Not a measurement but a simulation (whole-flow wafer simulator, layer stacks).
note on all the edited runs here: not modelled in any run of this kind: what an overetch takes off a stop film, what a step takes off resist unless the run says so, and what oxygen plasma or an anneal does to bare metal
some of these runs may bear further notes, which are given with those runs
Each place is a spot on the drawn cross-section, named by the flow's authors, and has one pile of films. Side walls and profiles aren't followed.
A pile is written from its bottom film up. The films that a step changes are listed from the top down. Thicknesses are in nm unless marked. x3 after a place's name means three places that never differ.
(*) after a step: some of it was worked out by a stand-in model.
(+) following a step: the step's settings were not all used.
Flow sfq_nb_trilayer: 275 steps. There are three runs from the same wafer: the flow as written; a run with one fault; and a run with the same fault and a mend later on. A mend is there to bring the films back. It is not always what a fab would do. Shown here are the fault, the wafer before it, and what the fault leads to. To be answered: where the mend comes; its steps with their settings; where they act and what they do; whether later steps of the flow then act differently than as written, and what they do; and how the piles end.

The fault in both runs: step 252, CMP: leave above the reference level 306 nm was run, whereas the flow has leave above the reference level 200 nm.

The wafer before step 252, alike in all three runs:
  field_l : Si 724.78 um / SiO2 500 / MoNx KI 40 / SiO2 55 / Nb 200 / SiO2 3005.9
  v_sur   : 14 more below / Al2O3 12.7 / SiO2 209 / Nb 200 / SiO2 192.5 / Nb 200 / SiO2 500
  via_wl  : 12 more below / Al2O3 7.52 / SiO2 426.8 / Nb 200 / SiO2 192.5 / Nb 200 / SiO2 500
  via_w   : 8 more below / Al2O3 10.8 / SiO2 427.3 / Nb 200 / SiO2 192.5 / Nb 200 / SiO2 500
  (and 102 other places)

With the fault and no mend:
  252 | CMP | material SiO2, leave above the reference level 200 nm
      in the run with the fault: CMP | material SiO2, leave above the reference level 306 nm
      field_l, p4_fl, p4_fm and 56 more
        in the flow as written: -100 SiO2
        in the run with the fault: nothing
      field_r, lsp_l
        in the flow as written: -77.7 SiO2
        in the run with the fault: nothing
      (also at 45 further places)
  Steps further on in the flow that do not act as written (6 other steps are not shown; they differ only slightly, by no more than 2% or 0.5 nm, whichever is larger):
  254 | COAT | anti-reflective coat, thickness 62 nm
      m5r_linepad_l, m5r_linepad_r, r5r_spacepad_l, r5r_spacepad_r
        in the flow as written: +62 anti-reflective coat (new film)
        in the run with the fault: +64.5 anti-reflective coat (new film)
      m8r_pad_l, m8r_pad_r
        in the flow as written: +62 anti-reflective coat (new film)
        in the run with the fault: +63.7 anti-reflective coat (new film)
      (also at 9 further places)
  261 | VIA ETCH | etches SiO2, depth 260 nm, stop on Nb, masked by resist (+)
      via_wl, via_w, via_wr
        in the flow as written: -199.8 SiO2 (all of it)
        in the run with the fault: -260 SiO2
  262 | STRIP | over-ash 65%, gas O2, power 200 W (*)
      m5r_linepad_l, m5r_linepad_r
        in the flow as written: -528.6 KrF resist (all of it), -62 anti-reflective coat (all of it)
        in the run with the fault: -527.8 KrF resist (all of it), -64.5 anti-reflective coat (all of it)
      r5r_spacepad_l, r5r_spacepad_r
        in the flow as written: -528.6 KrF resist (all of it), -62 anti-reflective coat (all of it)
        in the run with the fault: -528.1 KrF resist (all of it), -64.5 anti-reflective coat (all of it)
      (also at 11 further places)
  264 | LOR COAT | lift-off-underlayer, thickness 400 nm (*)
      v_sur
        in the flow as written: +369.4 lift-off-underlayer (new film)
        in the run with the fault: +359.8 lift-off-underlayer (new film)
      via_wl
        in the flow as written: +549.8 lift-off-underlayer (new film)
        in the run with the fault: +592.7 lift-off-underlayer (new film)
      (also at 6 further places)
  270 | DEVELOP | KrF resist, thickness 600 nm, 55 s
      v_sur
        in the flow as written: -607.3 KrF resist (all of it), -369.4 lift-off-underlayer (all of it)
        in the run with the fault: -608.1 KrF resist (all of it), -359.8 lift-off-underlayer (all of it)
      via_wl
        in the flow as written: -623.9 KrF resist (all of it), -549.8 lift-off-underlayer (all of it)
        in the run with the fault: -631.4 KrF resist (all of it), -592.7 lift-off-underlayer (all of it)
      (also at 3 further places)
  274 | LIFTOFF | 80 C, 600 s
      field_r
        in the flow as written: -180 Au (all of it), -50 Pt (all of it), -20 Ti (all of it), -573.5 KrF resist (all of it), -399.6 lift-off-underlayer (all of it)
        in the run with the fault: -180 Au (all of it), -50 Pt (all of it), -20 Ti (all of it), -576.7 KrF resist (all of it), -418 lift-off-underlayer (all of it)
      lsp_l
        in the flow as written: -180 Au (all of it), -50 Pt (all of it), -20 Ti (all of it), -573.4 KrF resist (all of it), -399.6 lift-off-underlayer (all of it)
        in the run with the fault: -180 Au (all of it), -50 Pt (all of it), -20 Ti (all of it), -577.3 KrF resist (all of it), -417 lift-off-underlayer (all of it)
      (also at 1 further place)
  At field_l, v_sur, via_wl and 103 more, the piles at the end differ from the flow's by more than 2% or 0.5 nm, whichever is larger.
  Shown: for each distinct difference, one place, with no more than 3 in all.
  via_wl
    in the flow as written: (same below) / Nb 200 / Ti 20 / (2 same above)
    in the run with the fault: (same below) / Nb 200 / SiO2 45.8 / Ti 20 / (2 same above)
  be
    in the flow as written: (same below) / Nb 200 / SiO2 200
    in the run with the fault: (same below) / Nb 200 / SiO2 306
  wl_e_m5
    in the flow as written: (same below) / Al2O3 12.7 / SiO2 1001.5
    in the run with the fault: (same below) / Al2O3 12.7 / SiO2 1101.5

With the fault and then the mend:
  The mend follows step 253.
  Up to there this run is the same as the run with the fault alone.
  253a | CMP | material SiO2, leave above the reference level 200 nm (the flow's step 252, run once more)
      field_l, p4_fl, p4_fm and 56 more
        -100 SiO2
      v_sur, via_wl, via_w and 40 more
        -106 SiO2
      field_r, lsp_l
        -77.7 SiO2
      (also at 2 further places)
  Later steps of the flow that are run all act as written at every place that is followed.
  The piles end the same as the flow's at every place that both follow.
